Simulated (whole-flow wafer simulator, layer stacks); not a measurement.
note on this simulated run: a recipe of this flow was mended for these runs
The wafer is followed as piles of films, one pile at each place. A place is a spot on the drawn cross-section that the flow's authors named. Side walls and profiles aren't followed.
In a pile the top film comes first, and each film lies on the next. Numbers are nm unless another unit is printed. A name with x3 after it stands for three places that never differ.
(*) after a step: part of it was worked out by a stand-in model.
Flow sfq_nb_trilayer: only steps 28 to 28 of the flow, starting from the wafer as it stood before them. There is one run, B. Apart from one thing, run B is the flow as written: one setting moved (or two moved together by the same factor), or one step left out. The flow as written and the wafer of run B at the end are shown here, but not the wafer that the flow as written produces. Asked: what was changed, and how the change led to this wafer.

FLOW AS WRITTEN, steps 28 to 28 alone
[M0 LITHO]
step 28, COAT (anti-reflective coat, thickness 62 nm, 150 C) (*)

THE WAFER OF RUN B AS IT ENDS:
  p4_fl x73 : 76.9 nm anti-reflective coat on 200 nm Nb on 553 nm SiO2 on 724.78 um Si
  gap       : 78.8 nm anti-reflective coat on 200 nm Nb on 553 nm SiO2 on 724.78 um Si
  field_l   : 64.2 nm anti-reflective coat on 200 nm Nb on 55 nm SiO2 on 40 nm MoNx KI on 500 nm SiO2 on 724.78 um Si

The reason: step 28, COAT: thickness 76.9 nm was run, while the flow as written has thickness 62 nm.
The wafer itself shows it: p4_fl x73 has anti-reflective coat 76.9, and step 28 as written asks for 62 nm.

The path from the change to this, step by step:
  step 28, COAT (anti-reflective coat, thickness 62 nm, 150 C) (*)
      p4_fl x73: anti-reflective coat gains 76.9 (new film) (in the flow as written it would be: anti-reflective coat gains 62 (new film))
      gap, jj_sur, ce_l and 6 more: anti-reflective coat gains 78.8 (new film) (in the flow as written it would be: anti-reflective coat gains 63.7 (new film))
      (as well as at 24 more places)
